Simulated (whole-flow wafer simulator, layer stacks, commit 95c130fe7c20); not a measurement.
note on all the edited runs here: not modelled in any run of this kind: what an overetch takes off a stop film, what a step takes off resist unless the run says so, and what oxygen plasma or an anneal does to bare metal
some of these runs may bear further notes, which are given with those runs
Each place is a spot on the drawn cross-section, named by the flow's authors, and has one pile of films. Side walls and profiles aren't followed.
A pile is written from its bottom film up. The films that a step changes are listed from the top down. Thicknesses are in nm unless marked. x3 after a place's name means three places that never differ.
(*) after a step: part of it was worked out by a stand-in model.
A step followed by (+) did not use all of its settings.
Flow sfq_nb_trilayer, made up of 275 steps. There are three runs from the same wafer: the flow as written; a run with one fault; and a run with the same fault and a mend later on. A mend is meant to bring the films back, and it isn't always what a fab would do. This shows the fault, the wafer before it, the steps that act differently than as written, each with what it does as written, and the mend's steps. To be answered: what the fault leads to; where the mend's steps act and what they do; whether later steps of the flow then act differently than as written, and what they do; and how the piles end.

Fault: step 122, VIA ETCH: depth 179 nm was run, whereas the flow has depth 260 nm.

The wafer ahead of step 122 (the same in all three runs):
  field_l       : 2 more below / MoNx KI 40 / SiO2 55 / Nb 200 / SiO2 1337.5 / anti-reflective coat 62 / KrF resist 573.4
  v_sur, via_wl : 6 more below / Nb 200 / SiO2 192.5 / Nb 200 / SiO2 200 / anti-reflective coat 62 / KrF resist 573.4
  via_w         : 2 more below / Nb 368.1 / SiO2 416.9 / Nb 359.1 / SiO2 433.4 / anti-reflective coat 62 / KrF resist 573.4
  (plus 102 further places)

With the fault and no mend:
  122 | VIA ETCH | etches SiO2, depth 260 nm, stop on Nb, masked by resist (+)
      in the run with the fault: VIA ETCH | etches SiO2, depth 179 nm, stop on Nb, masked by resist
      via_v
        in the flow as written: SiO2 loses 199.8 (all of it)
        in the run with the fault: SiO2 loses 179
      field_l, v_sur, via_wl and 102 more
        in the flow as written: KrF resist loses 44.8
        in the run with the fault: KrF resist loses 30.9
  Later steps of the flow acting differently than as written (4 other steps are not shown; they differ only slightly, by no more than 2% or 0.5 nm, whichever is larger):
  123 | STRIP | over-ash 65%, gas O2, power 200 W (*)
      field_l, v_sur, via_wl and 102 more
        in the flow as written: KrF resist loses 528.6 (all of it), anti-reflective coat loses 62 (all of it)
        in the run with the fault: KrF resist loses 542.6 (all of it), anti-reflective coat loses 62 (all of it)
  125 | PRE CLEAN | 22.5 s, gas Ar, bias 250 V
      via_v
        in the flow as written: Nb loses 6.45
        in the run with the fault: SiO2 loses 7.5
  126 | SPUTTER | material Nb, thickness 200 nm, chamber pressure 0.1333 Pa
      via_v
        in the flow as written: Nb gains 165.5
        in the run with the fault: Nb gains 169.8 (new film)
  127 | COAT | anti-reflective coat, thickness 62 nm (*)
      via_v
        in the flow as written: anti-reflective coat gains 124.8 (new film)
        in the run with the fault: anti-reflective coat gains 114.1 (new film)
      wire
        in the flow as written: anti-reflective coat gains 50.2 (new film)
        in the run with the fault: anti-reflective coat gains 48.8 (new film)
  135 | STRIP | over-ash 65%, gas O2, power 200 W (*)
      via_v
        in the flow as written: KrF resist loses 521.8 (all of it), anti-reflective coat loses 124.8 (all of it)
        in the run with the fault: KrF resist loses 510 (all of it), anti-reflective coat loses 114.1 (all of it)
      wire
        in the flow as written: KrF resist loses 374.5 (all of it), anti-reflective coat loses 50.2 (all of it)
        in the run with the fault: KrF resist loses 376.6 (all of it), anti-reflective coat loses 48.8 (all of it)
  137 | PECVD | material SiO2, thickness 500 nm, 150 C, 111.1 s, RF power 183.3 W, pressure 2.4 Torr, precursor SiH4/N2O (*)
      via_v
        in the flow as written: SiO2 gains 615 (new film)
        in the run with the fault: SiO2 gains 566.4 (new film)
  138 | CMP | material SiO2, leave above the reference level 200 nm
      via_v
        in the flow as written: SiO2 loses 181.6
        in the run with the fault: SiO2 loses 157.1
  At via_v, the piles at the end differ from the flow's by more than 2% or 0.5 nm, whichever is larger.
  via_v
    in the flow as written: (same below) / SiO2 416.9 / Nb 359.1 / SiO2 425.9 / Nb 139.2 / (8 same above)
    in the run with the fault: (same below) / SiO2 416.9 / Nb 200 / SiO2 13.3 / Nb 169.8 / SiO2 401.8 / Nb 139.2 / (8 same above)

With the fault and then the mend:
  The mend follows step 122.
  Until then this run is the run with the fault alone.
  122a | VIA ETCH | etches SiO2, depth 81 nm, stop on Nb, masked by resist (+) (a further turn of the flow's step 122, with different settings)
      field_l, v_sur, via_wl and 102 more
        KrF resist loses 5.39
      via_v
        SiO2 loses 20.8 (all of it)
  Later steps of the flow that are run all act as written at every place that is followed, up to a difference of at most 2% or 0.5 nm, whichever is larger.
  At every place that both follow, the piles at the end match the flow's.
